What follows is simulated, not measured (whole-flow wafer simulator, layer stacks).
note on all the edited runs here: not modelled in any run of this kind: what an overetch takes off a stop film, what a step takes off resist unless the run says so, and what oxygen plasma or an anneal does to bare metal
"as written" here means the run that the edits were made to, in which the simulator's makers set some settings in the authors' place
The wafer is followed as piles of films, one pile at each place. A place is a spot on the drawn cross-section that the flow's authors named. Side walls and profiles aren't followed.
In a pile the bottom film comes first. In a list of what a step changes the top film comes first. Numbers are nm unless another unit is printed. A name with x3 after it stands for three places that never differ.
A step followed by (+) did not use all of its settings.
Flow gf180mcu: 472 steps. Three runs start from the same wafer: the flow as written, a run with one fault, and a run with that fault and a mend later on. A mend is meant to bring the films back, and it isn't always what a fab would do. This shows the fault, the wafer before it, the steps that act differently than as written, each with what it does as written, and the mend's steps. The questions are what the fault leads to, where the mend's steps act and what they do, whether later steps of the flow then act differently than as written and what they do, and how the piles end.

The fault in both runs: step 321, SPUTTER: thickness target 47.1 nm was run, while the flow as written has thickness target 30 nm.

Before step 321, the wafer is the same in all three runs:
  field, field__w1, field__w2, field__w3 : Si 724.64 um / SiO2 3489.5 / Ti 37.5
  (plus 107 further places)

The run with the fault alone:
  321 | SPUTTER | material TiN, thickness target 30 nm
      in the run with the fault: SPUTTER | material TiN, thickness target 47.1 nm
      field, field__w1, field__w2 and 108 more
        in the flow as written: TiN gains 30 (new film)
        in the run with the fault: TiN gains 47.1 (new film)
  Steps further on in the flow that do not act as written:
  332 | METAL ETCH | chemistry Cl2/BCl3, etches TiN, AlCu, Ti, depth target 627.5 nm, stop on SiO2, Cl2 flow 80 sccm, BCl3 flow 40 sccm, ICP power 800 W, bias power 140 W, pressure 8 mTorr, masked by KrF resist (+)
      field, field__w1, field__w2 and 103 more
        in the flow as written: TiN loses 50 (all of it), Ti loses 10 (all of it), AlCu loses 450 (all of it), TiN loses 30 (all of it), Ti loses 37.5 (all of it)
        in the run with the fault: TiN loses 50 (all of it), Ti loses 10 (all of it), AlCu loses 450 (all of it), TiN loses 47.1 (all of it), Ti loses 37.5 (all of it)
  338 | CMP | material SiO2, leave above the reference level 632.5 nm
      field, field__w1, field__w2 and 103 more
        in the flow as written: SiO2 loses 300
        in the run with the fault: SiO2 loses 282.9
  At field__w8, contact, m1, m1__w1, m1_nw, the piles at the end differ from the flow's by more than 2% or 0.5 nm, whichever is larger.
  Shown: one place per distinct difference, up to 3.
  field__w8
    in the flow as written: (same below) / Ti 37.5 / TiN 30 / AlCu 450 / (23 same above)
    in the run with the fault: (same below) / Ti 37.5 / TiN 47.1 / AlCu 450 / (23 same above)
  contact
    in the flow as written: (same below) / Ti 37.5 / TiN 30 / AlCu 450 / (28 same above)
    in the run with the fault: (same below) / Ti 37.5 / TiN 47.1 / AlCu 450 / (28 same above)

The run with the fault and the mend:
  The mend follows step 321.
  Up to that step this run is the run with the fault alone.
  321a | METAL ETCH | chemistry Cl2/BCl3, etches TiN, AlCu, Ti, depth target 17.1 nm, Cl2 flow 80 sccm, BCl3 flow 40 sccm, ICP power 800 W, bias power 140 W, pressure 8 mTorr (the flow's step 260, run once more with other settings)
      field, field__w1, field__w2 and 108 more
        TiN loses 17.1
  Every later step of the flow that is run acts as written at every place that is followed.
  The piles end the same as the flow's at every place that both follow.
